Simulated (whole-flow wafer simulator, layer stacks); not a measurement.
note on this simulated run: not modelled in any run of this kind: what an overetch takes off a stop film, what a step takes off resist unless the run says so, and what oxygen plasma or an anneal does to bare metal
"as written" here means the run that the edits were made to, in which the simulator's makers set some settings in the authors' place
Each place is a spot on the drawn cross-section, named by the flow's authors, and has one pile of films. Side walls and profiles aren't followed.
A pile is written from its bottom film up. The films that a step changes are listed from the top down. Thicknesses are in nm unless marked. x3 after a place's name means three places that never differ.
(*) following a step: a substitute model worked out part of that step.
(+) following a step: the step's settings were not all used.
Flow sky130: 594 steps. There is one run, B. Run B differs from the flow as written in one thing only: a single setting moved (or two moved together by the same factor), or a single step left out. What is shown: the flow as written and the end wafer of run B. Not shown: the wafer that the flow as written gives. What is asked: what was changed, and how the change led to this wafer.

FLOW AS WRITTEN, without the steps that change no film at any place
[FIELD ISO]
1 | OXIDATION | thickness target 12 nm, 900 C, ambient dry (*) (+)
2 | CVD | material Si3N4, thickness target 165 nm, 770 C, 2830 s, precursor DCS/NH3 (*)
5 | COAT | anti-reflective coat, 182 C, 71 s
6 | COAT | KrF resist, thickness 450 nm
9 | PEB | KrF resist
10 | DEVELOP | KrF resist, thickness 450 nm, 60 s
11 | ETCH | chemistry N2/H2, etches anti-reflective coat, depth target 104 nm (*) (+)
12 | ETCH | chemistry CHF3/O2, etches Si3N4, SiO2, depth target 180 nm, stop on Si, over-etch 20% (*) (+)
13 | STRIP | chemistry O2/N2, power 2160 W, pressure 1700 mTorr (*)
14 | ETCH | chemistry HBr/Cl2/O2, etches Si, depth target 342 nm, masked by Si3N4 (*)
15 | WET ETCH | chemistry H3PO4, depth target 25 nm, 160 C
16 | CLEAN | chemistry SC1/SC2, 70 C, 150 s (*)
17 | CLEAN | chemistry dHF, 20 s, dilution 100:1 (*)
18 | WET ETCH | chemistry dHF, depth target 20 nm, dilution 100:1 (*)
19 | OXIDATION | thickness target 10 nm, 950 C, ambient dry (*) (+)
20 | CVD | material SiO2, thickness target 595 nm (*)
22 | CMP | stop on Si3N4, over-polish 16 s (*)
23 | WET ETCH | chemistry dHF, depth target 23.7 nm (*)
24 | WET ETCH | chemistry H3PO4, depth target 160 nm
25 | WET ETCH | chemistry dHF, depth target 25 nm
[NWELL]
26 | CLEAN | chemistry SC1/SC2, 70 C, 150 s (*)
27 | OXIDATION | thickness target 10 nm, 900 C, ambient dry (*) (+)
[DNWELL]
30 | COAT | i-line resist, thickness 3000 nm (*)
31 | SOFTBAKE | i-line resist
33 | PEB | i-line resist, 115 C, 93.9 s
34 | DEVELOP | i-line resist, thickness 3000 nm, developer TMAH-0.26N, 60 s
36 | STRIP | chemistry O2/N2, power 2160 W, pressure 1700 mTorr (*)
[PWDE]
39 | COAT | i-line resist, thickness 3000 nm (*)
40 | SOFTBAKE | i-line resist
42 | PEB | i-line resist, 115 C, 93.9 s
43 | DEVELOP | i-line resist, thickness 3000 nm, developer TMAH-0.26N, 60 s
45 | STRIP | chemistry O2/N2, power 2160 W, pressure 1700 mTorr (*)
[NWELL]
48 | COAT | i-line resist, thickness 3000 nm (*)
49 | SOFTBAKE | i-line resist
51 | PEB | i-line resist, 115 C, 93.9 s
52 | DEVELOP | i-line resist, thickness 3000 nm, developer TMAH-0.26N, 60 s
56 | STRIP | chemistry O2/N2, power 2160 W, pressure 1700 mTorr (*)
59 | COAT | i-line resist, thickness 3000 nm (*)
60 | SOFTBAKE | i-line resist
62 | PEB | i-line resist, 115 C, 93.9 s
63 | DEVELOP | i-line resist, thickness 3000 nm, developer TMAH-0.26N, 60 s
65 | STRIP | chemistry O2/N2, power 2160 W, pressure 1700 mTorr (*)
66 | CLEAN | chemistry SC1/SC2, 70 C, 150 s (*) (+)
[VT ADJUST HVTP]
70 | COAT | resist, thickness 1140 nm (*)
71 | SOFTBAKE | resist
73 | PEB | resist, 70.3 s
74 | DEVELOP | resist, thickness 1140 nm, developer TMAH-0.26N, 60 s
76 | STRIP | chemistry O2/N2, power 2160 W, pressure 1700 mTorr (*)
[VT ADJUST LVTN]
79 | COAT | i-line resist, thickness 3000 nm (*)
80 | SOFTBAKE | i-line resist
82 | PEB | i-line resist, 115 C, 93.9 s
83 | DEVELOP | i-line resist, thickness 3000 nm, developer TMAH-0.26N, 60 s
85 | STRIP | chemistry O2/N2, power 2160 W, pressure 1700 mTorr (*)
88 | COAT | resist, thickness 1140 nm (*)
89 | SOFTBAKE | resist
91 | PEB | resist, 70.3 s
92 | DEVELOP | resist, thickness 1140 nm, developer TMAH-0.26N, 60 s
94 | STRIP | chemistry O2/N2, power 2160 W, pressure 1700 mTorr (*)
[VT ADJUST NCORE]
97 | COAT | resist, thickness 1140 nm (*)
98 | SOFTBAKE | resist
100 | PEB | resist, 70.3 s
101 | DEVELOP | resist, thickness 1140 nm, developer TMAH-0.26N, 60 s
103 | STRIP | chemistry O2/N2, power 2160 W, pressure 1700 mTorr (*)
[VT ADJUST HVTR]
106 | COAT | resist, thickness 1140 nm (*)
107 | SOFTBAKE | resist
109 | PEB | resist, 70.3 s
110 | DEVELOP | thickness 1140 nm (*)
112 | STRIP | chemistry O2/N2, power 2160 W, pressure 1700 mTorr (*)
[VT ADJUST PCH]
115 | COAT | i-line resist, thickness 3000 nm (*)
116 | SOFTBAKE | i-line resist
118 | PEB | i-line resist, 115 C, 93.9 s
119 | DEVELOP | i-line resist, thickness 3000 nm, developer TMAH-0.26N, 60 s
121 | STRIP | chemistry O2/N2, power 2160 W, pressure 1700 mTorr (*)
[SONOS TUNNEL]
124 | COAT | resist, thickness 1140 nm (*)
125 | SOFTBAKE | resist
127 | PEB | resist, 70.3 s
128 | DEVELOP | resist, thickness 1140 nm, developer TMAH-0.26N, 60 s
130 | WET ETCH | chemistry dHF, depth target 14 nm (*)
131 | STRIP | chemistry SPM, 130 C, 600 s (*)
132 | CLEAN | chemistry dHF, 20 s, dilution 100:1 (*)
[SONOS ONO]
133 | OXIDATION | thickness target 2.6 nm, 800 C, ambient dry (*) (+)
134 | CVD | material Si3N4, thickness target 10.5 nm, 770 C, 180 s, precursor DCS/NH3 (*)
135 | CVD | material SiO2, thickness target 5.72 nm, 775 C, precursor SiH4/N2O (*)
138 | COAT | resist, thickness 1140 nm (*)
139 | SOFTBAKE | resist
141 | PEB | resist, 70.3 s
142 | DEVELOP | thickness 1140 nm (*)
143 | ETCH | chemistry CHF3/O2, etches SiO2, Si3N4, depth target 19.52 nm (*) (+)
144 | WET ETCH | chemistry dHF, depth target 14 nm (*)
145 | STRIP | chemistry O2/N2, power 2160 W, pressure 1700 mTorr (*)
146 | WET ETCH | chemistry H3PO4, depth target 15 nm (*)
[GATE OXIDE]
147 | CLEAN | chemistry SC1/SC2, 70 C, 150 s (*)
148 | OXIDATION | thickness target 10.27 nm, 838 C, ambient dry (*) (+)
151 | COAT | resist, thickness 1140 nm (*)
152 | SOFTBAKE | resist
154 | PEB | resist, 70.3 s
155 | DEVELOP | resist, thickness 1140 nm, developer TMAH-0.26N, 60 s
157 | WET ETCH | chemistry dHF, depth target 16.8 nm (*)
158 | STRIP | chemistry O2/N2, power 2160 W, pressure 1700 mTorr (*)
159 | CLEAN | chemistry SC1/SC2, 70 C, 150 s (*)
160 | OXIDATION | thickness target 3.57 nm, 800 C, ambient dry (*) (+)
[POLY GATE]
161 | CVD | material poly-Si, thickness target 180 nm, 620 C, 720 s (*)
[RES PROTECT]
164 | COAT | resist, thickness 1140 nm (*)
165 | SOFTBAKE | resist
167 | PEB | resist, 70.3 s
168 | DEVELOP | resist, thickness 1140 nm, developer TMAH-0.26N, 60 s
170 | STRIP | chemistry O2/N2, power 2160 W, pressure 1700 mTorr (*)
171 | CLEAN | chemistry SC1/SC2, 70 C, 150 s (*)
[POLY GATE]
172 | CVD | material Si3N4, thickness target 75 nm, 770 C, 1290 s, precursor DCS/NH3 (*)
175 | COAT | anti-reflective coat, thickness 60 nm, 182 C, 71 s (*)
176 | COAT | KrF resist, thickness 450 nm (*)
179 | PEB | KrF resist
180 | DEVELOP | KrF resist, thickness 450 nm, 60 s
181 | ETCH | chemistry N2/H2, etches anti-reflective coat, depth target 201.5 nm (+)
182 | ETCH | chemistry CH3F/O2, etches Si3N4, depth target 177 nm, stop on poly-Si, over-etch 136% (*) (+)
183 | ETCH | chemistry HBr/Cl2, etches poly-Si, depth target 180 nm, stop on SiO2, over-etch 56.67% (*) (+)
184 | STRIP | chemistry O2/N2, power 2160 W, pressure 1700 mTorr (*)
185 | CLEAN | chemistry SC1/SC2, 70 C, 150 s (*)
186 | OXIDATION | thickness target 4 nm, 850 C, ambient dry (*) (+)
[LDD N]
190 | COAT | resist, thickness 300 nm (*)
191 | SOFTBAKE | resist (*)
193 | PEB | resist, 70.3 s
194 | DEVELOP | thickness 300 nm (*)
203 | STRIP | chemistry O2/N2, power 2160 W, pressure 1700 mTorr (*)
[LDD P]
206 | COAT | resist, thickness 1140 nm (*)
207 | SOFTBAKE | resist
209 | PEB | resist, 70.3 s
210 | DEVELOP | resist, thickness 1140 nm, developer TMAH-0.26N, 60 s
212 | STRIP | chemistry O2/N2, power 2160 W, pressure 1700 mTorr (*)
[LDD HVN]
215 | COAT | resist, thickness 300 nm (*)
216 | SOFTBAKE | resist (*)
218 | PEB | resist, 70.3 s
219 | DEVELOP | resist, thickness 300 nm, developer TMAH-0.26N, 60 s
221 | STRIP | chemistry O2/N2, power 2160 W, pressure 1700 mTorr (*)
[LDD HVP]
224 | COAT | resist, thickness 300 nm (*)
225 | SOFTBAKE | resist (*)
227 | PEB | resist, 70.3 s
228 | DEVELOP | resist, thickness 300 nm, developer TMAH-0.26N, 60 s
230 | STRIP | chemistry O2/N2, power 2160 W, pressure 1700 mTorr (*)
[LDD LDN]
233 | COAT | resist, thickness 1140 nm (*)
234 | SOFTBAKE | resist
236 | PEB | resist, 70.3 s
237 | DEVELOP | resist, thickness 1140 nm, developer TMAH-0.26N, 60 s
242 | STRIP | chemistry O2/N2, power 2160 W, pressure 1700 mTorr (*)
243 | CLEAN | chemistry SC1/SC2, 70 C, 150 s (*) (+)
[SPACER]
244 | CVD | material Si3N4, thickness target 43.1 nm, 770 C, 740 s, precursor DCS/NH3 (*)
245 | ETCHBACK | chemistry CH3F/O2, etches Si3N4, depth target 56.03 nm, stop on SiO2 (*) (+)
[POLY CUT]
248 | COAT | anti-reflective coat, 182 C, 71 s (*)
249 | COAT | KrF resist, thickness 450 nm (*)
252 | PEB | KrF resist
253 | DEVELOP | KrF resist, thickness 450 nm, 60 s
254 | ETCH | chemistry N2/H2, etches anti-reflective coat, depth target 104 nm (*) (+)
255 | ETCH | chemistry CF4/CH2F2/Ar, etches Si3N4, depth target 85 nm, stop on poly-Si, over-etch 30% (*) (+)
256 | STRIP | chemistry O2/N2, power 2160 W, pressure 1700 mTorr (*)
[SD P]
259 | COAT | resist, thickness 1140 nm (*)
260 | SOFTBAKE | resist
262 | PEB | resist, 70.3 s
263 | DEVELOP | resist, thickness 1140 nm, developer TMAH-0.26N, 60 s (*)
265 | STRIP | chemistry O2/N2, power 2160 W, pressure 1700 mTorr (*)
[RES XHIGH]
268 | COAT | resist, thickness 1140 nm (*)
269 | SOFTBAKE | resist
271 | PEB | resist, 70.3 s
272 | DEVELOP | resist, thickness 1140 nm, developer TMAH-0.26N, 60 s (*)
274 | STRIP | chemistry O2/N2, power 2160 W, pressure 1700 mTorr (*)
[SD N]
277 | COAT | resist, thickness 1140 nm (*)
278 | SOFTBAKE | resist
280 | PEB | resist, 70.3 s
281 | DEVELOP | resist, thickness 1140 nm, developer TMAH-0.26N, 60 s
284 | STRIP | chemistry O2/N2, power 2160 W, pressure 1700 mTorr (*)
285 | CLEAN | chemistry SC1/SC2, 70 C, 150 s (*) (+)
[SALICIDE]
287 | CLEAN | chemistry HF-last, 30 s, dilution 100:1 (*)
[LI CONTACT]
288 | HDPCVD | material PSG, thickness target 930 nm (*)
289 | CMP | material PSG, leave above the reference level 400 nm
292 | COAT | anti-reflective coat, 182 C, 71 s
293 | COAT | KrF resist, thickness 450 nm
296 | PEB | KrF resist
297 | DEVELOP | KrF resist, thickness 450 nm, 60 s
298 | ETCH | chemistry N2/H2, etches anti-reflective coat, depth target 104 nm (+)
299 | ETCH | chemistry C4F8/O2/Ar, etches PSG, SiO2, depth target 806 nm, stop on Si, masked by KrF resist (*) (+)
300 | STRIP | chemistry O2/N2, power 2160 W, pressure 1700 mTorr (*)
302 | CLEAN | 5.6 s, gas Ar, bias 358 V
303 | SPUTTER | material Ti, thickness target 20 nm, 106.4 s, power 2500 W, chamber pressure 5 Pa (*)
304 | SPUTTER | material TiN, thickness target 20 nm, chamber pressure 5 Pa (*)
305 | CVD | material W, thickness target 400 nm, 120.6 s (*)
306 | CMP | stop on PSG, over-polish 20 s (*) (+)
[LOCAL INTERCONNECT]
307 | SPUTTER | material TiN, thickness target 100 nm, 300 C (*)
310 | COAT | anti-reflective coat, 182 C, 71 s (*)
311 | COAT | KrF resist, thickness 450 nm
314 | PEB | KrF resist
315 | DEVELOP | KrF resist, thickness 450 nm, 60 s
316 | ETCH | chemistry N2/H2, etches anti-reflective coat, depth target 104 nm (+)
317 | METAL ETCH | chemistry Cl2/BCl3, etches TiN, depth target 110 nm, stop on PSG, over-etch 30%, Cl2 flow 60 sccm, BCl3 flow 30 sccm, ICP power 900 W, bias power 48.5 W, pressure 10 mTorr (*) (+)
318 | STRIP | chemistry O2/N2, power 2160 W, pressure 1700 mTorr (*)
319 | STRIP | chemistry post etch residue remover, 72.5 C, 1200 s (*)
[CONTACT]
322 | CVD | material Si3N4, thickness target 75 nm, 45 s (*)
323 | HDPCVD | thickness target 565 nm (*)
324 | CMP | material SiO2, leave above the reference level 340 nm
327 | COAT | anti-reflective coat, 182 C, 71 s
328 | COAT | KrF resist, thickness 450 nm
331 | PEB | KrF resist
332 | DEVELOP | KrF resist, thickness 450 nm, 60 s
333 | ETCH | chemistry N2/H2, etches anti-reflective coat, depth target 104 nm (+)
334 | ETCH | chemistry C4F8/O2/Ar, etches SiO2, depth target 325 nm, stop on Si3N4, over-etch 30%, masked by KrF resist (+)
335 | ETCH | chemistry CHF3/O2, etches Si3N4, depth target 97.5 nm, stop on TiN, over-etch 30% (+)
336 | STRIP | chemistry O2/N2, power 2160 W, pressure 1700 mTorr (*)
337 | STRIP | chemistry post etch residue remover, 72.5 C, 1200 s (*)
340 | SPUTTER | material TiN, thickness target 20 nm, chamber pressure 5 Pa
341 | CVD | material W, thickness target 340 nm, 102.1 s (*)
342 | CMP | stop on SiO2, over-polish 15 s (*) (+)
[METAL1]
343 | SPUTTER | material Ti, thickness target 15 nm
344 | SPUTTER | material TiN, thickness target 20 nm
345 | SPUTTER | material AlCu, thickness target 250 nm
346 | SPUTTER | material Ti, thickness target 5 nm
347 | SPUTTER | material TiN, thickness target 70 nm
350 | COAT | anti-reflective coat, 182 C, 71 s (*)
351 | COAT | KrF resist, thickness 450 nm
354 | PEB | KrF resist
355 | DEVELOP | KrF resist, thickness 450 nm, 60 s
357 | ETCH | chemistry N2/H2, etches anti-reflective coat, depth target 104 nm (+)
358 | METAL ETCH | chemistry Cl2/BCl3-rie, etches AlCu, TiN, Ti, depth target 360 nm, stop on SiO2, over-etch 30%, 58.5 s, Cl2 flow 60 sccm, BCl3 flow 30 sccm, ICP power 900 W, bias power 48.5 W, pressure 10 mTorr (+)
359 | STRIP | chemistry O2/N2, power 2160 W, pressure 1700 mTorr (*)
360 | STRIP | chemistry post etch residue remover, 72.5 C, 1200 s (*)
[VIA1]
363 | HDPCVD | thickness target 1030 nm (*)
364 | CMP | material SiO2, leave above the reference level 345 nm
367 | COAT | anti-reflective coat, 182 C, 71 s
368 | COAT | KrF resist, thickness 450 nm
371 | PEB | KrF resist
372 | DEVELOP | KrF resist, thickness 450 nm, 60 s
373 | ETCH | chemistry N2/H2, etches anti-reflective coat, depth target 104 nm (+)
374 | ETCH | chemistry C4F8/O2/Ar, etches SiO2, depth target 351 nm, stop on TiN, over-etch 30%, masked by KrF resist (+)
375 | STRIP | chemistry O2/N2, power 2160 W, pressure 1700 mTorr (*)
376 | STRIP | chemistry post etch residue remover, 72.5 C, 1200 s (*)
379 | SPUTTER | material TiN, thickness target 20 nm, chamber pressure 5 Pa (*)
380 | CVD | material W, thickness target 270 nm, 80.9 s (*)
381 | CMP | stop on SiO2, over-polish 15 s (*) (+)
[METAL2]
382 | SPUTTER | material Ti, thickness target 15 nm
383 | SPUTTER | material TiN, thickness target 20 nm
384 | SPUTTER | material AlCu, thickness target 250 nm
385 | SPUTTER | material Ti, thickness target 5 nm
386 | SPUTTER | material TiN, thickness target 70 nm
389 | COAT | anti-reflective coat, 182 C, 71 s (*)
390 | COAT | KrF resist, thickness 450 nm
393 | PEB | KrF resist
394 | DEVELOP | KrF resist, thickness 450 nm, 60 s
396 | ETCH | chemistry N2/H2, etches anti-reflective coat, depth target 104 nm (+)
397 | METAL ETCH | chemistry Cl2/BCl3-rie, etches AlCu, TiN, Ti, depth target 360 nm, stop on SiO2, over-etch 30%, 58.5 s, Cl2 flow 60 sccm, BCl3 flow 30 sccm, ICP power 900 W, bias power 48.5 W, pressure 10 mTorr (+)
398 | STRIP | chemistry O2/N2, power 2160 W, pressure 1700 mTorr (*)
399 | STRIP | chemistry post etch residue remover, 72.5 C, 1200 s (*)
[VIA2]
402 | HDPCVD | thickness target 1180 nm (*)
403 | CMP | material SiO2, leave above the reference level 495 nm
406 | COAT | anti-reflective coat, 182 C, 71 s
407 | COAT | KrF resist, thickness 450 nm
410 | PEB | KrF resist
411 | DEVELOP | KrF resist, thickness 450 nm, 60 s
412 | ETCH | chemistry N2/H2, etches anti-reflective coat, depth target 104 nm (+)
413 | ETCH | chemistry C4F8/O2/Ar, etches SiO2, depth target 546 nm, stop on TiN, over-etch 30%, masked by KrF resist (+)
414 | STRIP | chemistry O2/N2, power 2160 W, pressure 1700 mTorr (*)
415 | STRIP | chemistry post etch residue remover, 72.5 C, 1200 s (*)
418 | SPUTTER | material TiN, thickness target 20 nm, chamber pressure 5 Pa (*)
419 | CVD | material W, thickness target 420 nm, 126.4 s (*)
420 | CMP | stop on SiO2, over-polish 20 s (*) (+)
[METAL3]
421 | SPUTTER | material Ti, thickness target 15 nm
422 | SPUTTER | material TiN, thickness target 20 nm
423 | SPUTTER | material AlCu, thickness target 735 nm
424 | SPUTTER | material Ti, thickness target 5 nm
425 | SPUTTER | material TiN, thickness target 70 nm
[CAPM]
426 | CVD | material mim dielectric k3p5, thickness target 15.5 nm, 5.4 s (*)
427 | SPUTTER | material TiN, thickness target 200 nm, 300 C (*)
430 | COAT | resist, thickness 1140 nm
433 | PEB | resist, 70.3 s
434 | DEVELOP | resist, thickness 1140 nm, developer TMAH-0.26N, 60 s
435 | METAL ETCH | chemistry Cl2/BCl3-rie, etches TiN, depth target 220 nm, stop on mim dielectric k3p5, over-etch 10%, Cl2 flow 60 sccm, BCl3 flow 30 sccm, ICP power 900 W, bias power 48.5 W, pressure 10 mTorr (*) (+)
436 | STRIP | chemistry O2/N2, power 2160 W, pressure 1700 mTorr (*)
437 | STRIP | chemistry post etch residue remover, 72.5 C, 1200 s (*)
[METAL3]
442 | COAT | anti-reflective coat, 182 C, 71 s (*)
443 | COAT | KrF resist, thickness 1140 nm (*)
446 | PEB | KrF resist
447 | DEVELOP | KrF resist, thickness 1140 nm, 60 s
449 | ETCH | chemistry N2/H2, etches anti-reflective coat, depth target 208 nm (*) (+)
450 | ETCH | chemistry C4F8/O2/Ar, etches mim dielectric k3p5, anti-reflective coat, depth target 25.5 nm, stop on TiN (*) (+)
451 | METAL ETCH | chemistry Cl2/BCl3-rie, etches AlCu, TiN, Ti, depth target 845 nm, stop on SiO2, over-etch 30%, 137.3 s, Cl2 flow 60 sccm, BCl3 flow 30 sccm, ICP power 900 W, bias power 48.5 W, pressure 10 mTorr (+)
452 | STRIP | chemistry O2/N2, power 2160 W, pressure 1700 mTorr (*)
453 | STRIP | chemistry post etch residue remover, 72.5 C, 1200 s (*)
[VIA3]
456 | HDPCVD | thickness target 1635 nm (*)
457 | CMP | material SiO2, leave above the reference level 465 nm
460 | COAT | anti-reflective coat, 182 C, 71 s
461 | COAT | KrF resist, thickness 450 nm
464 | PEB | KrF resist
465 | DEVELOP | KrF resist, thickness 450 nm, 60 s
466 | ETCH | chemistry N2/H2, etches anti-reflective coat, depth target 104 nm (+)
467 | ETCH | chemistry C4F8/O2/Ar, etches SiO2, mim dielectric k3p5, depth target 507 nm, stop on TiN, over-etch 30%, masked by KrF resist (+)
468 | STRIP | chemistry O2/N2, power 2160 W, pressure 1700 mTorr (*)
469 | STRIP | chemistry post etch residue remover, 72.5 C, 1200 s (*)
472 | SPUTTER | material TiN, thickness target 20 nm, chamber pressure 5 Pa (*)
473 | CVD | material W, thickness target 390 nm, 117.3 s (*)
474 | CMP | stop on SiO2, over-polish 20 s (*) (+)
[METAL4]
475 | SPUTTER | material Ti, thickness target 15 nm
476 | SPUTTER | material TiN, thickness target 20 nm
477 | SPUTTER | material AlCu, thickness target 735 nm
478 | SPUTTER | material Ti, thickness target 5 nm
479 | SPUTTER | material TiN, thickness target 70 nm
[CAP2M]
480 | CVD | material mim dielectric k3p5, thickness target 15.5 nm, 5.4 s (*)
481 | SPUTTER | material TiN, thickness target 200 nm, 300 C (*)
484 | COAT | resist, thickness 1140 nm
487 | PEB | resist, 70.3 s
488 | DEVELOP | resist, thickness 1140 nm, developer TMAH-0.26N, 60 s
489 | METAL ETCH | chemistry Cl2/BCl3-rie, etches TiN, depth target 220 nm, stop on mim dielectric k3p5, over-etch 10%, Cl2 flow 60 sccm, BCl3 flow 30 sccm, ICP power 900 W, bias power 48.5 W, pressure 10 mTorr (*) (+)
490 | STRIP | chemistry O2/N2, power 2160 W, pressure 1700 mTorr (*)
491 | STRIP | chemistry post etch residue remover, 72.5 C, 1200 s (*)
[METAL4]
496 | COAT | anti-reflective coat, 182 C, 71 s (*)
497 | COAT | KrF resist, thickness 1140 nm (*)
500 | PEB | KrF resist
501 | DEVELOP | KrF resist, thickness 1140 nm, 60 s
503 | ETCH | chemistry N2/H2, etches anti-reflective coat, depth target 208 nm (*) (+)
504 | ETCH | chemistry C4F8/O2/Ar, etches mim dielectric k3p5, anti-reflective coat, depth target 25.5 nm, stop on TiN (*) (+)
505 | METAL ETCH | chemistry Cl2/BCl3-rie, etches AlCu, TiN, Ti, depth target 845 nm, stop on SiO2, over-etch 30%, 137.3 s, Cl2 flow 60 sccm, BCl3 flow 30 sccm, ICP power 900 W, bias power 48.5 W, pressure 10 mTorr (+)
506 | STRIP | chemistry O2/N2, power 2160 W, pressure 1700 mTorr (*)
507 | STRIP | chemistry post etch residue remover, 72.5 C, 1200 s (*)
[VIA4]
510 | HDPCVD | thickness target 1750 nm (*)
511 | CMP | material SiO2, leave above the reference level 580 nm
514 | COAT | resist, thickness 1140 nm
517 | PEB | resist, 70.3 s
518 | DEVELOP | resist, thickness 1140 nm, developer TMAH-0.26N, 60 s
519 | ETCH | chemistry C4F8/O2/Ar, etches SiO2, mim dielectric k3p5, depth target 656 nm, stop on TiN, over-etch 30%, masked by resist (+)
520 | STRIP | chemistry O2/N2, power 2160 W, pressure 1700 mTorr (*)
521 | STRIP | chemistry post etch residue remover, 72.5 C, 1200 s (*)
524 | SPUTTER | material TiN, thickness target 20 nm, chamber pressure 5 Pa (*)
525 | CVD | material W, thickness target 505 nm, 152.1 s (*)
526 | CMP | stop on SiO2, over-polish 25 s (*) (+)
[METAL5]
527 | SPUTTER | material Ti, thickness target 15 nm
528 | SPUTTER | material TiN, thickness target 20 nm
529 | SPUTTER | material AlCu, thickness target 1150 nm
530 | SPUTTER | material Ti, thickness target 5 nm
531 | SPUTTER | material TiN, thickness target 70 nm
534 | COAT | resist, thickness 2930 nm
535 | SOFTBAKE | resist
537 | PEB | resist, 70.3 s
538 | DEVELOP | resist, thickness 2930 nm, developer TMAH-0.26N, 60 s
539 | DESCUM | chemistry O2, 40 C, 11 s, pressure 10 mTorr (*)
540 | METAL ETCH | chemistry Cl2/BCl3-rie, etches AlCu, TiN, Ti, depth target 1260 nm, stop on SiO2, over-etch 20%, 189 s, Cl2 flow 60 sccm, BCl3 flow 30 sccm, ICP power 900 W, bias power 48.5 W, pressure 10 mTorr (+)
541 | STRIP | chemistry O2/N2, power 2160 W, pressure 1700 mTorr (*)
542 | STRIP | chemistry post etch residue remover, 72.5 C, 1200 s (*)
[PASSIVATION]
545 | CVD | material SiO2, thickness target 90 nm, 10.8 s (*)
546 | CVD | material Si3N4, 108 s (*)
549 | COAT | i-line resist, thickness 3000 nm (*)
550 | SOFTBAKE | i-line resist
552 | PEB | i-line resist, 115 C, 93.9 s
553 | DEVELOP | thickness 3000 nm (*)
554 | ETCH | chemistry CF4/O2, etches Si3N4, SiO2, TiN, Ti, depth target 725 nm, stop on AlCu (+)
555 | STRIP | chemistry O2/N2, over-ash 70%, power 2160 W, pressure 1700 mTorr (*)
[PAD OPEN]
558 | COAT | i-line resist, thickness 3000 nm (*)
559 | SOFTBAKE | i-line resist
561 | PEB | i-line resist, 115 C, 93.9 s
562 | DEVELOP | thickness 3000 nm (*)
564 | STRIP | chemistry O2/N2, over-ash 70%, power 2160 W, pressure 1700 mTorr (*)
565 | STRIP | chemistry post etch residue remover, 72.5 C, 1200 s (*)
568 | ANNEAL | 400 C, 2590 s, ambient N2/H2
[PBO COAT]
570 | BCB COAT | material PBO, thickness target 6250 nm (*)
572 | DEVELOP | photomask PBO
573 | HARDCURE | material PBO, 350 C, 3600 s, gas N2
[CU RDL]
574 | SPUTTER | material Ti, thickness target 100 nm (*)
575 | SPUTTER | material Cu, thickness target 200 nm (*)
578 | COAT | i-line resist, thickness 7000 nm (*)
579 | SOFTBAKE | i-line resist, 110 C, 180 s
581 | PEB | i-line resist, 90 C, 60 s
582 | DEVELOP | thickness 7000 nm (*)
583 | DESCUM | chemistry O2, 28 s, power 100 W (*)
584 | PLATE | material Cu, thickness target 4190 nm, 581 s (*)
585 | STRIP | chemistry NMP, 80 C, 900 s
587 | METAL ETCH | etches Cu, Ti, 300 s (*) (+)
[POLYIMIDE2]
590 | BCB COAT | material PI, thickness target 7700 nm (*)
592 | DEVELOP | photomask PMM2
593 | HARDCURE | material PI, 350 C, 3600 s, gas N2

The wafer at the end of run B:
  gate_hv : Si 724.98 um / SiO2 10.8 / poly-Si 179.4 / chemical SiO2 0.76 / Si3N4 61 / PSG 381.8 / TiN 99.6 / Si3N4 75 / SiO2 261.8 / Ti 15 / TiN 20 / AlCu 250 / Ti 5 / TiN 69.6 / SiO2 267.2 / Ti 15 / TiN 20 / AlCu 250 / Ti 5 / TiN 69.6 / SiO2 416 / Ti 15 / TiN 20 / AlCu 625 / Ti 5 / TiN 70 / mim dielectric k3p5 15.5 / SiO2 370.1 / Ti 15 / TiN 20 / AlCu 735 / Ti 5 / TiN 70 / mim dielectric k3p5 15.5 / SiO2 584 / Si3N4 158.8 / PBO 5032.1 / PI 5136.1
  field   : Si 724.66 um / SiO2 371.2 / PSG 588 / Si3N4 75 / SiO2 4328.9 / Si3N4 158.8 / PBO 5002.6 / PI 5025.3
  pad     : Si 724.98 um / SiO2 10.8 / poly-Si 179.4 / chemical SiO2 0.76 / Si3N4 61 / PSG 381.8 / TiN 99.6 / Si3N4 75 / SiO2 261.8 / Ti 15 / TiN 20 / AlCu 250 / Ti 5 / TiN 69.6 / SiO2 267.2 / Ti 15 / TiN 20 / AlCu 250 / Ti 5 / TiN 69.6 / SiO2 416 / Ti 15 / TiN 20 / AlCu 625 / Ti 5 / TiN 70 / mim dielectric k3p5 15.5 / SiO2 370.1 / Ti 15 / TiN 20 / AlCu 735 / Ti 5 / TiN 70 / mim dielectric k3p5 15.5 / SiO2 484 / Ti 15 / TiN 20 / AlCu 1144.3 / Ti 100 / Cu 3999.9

The reason: step 423, SPUTTER: thickness target 625 nm was run, whereas the flow has thickness target 735 nm.
The wafer lets one read it off: gate_hv has AlCu 625, and step 423 as written asks for 735 nm.

The path from the change to this, step by step:
  423 | SPUTTER | material AlCu, thickness target 735 nm
      field, active, n_well and 188 more: +625 AlCu (new film) (in the flow as written it would be: +735 AlCu (new film))
  451 | METAL ETCH | chemistry Cl2/BCl3-rie, etches AlCu, TiN, Ti, depth target 845 nm, stop on SiO2, over-etch 30%, 137.3 s, Cl2 flow 60 sccm, BCl3 flow 30 sccm, ICP power 900 W, bias power 48.5 W, pressure 10 mTorr (+)
      field, gate, spacer and 68 more: -70 TiN (all of it), -5 Ti (all of it), -625 AlCu (all of it), -20 TiN (all of it), -15 Ti (all of it), -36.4 SiO2 (in the flow as written it would be: -70 TiN (all of it), -5 Ti (all of it), -735 AlCu (all of it), -20 TiN (all of it), -15 Ti (all of it), -25.4 SiO2)
      active, vpp_ln, vpp_iso2 and 11 more: -70 TiN (all of it), -5 Ti (all of it), -625 AlCu (all of it), -20 TiN (all of it), -15 Ti (all of it), -36.3 SiO2 (in the flow as written it would be: -70 TiN (all of it), -5 Ti (all of it), -735 AlCu (all of it), -20 TiN (all of it), -15 Ti (all of it), -25.3 SiO2)
  457 | CMP | material SiO2, leave above the reference level 465 nm
      field, active, gate and 82 more: -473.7 SiO2 (in the flow as written it would be: -374.7 SiO2)
